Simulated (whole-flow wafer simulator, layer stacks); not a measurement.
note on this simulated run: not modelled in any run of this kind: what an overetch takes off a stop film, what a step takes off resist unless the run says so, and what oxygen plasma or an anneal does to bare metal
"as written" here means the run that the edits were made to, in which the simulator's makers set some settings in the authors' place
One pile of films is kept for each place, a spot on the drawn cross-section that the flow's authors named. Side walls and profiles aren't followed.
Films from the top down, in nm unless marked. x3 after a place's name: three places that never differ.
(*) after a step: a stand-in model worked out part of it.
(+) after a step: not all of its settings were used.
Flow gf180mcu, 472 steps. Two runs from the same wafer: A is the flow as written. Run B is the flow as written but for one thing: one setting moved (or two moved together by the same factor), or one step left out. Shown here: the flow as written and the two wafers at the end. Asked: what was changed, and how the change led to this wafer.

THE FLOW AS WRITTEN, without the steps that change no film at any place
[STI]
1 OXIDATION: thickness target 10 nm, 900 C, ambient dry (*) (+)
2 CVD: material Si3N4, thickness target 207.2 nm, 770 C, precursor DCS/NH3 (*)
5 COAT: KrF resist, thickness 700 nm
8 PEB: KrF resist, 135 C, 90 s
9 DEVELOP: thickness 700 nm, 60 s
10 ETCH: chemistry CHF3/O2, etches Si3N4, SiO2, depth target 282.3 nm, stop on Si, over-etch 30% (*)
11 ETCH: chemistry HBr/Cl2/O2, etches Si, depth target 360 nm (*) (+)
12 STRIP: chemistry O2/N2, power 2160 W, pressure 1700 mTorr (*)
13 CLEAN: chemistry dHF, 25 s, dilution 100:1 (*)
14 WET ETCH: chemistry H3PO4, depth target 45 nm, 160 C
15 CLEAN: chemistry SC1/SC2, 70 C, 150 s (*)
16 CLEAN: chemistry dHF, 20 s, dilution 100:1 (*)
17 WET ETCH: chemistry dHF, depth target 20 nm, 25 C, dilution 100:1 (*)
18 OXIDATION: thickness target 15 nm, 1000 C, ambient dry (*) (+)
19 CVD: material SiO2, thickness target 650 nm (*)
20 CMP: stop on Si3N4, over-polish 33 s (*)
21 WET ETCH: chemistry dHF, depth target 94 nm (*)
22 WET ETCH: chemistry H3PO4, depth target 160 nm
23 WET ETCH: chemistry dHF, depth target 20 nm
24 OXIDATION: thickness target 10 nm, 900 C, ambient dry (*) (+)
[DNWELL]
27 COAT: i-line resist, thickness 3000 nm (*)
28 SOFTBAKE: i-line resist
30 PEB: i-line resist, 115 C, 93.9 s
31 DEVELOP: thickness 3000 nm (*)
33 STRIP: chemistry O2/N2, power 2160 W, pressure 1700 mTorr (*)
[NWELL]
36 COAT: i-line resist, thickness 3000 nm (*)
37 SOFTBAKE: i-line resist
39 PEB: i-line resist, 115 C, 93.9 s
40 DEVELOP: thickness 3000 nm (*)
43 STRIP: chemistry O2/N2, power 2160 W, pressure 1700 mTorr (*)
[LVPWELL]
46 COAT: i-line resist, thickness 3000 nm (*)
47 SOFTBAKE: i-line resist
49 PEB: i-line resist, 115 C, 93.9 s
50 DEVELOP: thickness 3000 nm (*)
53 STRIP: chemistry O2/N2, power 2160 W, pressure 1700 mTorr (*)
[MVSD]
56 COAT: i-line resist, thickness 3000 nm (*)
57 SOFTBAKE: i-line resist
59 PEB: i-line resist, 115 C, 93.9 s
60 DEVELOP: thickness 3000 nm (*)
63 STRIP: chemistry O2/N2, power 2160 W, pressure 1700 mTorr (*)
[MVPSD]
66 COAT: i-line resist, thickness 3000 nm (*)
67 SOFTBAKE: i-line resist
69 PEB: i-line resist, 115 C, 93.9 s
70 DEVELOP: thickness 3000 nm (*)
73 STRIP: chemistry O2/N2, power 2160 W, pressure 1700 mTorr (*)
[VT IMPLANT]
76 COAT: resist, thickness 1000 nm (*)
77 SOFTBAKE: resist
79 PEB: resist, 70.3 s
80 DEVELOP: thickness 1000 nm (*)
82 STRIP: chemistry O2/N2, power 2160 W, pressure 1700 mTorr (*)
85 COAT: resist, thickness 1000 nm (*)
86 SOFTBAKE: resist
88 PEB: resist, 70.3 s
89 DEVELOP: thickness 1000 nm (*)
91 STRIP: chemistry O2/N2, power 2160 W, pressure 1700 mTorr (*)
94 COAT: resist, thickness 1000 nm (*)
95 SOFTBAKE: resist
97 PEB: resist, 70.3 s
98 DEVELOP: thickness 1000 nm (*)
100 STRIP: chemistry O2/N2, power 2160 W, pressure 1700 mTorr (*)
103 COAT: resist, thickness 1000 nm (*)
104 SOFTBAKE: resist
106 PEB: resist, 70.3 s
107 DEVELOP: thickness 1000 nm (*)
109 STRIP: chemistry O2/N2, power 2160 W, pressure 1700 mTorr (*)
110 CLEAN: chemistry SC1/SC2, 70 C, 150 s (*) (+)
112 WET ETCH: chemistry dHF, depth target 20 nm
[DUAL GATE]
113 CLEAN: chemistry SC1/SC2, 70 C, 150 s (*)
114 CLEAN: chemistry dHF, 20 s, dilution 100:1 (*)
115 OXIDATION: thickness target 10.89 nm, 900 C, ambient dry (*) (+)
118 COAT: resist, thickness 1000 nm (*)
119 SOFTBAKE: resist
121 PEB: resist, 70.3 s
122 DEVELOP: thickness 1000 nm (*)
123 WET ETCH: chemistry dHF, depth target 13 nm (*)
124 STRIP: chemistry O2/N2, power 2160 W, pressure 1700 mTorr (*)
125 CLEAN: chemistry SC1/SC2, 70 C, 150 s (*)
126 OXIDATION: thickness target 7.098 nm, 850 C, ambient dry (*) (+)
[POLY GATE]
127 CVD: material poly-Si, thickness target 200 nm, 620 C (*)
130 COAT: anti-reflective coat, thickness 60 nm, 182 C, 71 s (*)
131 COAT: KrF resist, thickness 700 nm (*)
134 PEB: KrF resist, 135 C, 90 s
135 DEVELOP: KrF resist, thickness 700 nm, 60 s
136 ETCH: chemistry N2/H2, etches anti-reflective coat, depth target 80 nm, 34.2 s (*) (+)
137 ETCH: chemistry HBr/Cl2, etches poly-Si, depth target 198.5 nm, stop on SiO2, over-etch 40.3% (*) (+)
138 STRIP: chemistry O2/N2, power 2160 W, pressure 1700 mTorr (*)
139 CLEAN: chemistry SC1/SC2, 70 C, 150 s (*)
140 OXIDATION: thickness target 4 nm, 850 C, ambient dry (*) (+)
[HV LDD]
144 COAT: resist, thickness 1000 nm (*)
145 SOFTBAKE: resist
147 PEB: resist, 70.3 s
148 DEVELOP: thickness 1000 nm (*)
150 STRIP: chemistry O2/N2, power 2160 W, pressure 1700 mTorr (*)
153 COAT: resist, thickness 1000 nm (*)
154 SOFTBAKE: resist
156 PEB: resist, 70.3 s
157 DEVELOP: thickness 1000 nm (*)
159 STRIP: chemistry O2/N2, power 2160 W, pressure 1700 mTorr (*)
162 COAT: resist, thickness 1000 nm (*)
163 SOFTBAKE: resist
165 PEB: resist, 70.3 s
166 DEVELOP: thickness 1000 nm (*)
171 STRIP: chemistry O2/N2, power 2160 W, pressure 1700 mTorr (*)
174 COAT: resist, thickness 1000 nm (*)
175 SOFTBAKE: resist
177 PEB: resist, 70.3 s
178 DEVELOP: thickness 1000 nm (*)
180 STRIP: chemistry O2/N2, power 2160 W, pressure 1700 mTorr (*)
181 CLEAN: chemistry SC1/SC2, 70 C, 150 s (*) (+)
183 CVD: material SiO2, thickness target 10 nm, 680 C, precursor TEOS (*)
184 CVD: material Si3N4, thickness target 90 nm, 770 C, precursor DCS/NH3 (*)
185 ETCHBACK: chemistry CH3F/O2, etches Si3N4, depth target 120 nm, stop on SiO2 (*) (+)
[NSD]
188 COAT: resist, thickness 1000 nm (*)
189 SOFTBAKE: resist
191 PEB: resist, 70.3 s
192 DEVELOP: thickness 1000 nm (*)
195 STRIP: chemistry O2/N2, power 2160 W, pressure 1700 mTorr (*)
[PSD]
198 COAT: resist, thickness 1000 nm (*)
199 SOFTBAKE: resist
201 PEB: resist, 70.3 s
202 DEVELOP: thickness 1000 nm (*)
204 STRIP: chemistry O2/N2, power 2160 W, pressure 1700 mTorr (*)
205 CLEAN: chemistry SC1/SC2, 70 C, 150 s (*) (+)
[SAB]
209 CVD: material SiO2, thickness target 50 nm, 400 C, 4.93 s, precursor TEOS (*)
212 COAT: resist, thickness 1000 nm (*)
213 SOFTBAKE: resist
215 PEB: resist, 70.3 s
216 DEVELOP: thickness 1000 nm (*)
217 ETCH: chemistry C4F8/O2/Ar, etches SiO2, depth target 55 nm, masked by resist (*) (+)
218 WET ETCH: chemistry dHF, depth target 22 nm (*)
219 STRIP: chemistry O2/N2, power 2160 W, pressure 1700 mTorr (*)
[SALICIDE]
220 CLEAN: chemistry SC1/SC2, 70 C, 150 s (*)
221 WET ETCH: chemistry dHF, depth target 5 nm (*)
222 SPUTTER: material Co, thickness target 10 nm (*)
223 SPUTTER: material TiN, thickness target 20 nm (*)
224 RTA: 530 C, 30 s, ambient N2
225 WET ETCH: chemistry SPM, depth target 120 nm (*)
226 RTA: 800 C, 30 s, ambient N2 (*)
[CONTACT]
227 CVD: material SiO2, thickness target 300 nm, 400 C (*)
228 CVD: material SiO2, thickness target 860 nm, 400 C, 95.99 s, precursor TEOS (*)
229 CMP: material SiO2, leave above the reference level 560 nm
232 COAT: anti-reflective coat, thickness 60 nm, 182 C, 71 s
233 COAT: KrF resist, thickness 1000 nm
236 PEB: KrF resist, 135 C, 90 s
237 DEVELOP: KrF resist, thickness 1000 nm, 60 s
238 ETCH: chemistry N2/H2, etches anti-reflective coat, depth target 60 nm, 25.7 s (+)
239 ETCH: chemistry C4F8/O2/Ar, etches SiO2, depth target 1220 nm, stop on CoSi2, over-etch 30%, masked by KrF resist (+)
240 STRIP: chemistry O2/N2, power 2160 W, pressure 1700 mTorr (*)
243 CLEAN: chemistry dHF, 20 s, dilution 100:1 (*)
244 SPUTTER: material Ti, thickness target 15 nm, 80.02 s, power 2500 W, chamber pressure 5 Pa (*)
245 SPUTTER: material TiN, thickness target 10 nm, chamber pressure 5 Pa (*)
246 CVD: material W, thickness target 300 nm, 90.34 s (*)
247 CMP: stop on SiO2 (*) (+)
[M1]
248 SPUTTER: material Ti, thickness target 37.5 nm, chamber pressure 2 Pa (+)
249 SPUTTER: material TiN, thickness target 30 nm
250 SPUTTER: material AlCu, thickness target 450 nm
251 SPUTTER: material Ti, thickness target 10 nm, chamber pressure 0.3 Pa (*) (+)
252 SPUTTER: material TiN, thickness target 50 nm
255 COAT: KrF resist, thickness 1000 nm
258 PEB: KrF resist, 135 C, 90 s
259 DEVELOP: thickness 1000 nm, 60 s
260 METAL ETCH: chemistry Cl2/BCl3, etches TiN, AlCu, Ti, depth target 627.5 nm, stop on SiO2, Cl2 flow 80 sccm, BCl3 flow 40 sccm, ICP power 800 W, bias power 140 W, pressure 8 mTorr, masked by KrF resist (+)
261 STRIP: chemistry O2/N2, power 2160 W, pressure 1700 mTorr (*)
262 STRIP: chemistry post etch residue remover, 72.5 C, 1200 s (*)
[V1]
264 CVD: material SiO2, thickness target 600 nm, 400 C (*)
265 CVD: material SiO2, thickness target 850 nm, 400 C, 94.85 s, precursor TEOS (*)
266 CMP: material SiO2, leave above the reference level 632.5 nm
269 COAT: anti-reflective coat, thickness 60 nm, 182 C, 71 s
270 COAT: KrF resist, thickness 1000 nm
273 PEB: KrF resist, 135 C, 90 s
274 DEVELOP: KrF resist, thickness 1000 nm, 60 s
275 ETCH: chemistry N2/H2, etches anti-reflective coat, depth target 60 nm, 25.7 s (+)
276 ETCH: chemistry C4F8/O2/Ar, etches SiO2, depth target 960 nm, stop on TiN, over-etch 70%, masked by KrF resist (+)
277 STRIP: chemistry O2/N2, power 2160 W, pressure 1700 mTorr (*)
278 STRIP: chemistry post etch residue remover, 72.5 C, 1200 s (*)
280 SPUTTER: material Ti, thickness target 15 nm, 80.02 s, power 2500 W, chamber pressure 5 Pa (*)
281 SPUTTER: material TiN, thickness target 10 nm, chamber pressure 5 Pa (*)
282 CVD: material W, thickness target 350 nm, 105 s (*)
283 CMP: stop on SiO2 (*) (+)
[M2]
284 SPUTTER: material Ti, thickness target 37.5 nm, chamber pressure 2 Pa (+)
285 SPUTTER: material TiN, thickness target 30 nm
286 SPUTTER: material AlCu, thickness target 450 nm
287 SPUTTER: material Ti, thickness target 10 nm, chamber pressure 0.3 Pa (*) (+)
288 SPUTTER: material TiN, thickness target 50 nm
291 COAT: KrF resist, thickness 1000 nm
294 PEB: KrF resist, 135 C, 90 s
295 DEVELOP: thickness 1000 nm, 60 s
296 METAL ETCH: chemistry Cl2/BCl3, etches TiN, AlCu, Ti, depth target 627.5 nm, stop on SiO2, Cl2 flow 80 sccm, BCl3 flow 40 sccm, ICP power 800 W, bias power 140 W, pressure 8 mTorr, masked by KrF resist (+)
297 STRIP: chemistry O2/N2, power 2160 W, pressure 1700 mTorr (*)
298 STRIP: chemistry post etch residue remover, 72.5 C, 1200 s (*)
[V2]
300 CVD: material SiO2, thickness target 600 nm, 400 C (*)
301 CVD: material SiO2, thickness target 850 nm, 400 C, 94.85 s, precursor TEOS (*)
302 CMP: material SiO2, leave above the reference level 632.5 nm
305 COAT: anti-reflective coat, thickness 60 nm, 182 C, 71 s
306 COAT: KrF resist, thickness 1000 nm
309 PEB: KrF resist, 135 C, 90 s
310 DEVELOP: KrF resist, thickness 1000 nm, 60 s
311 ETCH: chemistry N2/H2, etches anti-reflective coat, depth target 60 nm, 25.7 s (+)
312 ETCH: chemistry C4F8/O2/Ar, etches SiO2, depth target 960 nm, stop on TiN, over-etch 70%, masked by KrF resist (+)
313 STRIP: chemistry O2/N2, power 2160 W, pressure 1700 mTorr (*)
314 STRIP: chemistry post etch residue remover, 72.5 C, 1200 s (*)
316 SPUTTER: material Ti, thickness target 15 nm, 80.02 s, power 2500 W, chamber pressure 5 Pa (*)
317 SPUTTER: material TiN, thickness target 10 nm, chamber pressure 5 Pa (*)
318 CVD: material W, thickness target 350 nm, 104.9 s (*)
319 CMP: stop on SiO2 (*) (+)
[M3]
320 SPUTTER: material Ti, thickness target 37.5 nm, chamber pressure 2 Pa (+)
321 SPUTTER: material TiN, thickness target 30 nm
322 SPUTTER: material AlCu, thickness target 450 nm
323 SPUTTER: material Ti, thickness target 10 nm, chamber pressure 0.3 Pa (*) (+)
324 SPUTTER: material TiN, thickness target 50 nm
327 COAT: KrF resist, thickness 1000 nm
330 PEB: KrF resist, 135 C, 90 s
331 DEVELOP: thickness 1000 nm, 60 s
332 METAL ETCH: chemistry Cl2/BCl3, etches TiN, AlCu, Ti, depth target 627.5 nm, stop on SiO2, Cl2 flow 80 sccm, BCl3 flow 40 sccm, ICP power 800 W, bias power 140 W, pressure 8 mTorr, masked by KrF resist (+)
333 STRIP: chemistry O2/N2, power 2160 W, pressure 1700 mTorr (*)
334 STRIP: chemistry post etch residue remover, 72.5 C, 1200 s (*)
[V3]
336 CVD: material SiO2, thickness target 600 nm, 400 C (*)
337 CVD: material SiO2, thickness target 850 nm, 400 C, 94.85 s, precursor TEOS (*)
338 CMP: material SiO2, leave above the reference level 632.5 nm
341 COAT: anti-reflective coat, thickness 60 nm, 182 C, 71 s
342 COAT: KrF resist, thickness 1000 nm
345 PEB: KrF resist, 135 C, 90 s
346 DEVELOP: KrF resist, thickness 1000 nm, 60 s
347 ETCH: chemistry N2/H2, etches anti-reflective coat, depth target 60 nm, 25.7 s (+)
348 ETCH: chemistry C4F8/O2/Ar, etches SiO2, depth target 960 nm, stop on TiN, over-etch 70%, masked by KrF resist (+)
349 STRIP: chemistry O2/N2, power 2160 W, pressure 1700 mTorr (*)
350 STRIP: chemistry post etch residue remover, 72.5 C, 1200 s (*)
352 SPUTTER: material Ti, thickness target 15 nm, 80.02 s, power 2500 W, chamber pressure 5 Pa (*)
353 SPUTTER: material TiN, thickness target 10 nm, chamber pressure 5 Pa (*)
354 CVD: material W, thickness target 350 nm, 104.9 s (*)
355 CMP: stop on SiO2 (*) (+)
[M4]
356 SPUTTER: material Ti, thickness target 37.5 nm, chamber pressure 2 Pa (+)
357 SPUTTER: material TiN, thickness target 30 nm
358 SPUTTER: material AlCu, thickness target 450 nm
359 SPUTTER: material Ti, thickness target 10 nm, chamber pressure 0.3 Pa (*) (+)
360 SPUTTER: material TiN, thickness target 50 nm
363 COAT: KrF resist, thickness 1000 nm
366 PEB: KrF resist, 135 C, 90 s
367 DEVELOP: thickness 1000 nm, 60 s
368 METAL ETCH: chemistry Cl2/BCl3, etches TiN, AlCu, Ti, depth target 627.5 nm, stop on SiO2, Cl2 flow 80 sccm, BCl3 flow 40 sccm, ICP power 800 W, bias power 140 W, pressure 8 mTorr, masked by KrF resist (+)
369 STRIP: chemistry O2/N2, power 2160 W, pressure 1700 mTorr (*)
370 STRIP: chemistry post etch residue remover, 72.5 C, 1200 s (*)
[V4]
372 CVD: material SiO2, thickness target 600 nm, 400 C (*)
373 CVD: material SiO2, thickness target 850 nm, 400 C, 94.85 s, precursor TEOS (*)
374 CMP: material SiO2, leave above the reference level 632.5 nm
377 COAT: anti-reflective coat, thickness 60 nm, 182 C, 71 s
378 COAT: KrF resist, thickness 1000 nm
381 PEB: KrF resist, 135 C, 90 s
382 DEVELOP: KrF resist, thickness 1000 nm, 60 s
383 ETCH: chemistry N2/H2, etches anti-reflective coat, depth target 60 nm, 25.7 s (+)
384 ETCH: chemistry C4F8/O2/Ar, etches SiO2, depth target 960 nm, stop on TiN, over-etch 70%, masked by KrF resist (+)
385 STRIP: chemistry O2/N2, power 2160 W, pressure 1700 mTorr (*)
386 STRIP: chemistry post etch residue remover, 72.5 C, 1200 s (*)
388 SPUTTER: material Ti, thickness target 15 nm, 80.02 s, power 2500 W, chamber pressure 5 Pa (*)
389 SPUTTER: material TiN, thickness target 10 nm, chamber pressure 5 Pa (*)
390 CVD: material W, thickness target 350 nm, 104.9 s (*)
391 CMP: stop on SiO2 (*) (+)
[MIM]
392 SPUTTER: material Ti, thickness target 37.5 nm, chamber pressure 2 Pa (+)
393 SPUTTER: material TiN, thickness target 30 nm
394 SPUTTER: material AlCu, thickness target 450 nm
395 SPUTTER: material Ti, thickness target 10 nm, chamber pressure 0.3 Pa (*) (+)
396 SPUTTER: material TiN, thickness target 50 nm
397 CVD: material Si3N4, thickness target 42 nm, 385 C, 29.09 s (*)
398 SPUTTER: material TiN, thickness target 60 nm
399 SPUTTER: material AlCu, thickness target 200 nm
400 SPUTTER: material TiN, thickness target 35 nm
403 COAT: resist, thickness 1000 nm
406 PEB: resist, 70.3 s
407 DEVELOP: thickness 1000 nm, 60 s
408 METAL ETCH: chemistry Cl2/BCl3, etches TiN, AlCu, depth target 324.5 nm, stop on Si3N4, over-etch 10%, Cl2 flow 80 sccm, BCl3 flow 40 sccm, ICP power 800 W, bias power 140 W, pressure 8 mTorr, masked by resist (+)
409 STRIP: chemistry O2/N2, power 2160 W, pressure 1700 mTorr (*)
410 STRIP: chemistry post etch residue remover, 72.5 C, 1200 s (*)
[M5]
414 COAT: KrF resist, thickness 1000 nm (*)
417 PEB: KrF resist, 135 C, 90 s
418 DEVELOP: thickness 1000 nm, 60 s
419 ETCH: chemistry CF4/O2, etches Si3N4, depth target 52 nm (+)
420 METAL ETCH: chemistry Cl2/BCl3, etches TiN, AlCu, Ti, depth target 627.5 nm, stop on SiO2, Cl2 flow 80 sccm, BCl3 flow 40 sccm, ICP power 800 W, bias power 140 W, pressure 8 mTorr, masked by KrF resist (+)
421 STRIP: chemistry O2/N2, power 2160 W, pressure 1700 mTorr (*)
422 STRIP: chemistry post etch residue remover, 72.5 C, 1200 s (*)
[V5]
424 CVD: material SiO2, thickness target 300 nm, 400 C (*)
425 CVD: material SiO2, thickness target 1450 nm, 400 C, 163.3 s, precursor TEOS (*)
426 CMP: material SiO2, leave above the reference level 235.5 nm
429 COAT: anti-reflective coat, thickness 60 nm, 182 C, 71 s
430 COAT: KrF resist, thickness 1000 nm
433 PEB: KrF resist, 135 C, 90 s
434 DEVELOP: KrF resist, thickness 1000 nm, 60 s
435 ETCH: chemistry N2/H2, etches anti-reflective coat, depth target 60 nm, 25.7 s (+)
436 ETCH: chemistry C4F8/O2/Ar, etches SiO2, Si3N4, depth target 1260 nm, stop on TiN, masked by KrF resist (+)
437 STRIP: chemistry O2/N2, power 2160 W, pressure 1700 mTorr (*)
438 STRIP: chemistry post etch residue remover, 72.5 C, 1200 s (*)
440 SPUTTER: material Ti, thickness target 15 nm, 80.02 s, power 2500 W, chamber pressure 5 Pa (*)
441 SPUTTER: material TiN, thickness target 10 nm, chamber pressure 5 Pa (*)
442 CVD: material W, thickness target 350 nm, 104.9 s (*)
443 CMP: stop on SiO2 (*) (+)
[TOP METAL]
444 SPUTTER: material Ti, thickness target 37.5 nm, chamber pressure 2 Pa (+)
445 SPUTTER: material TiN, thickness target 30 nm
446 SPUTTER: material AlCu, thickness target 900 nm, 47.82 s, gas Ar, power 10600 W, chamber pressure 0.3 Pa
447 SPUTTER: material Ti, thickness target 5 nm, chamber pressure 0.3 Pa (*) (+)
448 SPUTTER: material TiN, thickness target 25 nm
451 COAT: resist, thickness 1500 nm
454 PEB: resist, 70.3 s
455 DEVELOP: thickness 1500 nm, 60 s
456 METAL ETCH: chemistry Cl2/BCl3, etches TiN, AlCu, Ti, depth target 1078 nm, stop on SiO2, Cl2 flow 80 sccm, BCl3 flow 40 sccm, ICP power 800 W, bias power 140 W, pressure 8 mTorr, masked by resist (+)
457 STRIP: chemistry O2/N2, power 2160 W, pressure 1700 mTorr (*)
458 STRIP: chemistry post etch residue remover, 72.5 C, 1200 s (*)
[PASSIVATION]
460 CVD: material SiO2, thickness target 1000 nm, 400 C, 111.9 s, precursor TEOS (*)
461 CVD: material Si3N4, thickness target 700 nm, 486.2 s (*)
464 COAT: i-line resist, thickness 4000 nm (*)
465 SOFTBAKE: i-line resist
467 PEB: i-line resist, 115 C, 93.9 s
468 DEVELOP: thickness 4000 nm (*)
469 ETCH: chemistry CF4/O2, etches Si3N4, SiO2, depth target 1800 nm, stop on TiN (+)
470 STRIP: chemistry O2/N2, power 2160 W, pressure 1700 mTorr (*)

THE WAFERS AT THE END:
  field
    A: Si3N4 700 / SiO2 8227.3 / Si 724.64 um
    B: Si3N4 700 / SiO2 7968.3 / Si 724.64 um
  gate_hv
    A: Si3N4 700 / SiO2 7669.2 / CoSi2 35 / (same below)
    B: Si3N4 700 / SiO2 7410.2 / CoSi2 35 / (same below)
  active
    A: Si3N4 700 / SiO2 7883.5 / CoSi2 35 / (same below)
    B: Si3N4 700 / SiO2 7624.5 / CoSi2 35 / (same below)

The cause: step 322, SPUTTER: thickness target 191 nm was run, where the flow has thickness target 450 nm.

How the change led to this, step by step:
  322 SPUTTER: material AlCu, thickness target 450 nm
      field, field__w1, field__w2 and 108 more: A AlCu +450 (new film) | B AlCu +191 (new film)
  332 METAL ETCH: chemistry Cl2/BCl3, etches TiN, AlCu, Ti, depth target 627.5 nm, stop on SiO2, Cl2 flow 80 sccm, BCl3 flow 40 sccm, ICP power 800 W, bias power 140 W, pressure 8 mTorr, masked by KrF resist (+)
      field, field__w1, field__w2 and 103 more: A TiN -50 (all of it), Ti -10 (all of it), AlCu -450 (all of it), TiN -30 (all of it), Ti -37.5 (all of it) | B TiN -50 (all of it), Ti -10 (all of it), AlCu -191 (all of it), TiN -30 (all of it), Ti -37.5 (all of it)
      field__w8, contact, m1, m1__w1, m1_nw: A KrF resist -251 | B KrF resist -191.1
  333 STRIP: chemistry O2/N2, power 2160 W, pressure 1700 mTorr (*)
      field__w8, contact, m1, m1__w1, m1_nw: A KrF resist -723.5 (all of it) | B KrF resist -783.4 (all of it)
  338 CMP: material SiO2, leave above the reference level 632.5 nm
      field, field__w1, field__w2 and 103 more: A SiO2 -300 | B SiO2 -559
